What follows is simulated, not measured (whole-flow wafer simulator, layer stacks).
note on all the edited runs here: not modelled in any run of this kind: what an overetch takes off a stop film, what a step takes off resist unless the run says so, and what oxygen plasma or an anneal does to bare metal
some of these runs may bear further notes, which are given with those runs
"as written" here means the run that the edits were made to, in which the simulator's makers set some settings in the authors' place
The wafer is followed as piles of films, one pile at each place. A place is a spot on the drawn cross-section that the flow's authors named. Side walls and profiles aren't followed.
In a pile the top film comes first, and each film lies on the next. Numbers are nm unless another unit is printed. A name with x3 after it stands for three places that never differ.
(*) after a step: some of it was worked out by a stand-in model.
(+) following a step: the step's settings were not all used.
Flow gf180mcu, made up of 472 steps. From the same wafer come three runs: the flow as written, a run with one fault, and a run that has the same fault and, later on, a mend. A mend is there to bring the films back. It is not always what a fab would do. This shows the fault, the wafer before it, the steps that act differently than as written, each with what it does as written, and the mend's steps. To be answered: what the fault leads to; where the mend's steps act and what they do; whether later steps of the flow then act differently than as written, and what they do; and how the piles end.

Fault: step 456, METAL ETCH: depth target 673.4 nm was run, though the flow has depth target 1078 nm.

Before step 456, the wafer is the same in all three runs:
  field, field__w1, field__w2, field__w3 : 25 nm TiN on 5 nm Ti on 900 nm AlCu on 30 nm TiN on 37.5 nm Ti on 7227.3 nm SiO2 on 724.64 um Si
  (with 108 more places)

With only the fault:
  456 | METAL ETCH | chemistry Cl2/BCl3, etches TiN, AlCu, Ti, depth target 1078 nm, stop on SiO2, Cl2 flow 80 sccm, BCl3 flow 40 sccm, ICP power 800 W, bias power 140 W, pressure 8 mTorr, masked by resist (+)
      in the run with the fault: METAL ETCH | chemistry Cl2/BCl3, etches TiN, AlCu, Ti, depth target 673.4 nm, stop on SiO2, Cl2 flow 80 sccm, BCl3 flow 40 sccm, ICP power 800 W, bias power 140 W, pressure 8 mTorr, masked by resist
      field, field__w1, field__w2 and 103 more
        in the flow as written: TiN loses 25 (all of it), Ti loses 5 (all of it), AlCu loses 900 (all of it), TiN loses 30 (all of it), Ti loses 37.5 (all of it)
        in the run with the fault: TiN loses 25 (all of it), Ti loses 5 (all of it), AlCu loses 643.4
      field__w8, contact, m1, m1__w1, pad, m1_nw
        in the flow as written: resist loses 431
        in the run with the fault: resist loses 269.4
  Later steps of the flow acting differently than as written:
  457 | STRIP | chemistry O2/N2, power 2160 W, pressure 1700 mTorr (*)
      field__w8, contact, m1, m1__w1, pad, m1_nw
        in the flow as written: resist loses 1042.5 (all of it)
        in the run with the fault: resist loses 1204.1 (all of it)
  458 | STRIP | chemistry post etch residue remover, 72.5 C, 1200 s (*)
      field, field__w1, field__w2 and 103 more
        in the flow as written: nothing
        in the run with the fault: AlCu loses 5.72
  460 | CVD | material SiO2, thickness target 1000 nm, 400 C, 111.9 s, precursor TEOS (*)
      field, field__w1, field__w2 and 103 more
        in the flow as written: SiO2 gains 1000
        in the run with the fault: SiO2 gains 1000 (new film)
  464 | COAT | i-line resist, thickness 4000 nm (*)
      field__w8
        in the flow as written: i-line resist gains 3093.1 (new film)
        in the run with the fault: i-line resist gains 3376.6 (new film)
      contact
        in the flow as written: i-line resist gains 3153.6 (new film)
        in the run with the fault: i-line resist gains 3412 (new film)
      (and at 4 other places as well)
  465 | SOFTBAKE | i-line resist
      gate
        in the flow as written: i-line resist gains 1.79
        in the run with the fault: i-line resist loses 0.5
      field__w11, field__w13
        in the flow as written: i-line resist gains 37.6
        in the run with the fault: i-line resist gains 22.6
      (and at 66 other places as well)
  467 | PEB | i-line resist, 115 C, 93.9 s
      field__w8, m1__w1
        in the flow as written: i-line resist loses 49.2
        in the run with the fault: i-line resist loses 55
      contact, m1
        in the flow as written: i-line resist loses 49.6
        in the run with the fault: i-line resist loses 55.3
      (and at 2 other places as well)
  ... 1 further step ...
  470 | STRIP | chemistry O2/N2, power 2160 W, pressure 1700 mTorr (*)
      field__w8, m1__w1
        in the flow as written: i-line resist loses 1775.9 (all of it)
        in the run with the fault: i-line resist loses 2081.1 (all of it)
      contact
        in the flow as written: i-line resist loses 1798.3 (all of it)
        in the run with the fault: i-line resist loses 2094.5 (all of it)
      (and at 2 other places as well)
  By the end, the piles at field, field__w1, field__w2 and 103 more depart from the flow's by more than 2% or 0.5 nm, whichever is larger.
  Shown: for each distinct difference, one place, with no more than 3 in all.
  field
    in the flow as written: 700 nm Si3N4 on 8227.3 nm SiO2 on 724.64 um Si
    in the run with the fault: 700 nm Si3N4 on 1000 nm SiO2 on 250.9 nm AlCu on 30 nm TiN on 37.5 nm Ti on 7227.3 nm SiO2 on 724.64 um Si
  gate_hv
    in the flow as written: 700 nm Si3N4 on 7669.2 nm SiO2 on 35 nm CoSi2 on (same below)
    in the run with the fault: 700 nm Si3N4 on 1000 nm SiO2 on 250.9 nm AlCu on 30 nm TiN on 37.5 nm Ti on 6669.2 nm SiO2 on 35 nm CoSi2 on (same below)
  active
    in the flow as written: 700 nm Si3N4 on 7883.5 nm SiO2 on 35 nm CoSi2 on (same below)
    in the run with the fault: 700 nm Si3N4 on 1000 nm SiO2 on 250.9 nm AlCu on 30 nm TiN on 37.5 nm Ti on 6883.5 nm SiO2 on 35 nm CoSi2 on (same below)

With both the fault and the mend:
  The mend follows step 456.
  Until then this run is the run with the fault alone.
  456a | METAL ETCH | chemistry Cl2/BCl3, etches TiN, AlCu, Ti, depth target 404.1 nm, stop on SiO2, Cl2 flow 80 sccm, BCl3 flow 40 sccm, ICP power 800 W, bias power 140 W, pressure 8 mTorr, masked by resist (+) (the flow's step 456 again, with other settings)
      field, field__w1, field__w2 and 103 more
        AlCu loses 256.6 (all of it), TiN loses 30 (all of it), Ti loses 37.5 (all of it)
      field__w8, contact, m1, m1__w1, pad, m1_nw
        resist loses 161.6
  Every later step of the flow that is run acts as written at every place that is followed.
  The piles end the same as the flow's at every place that both follow.
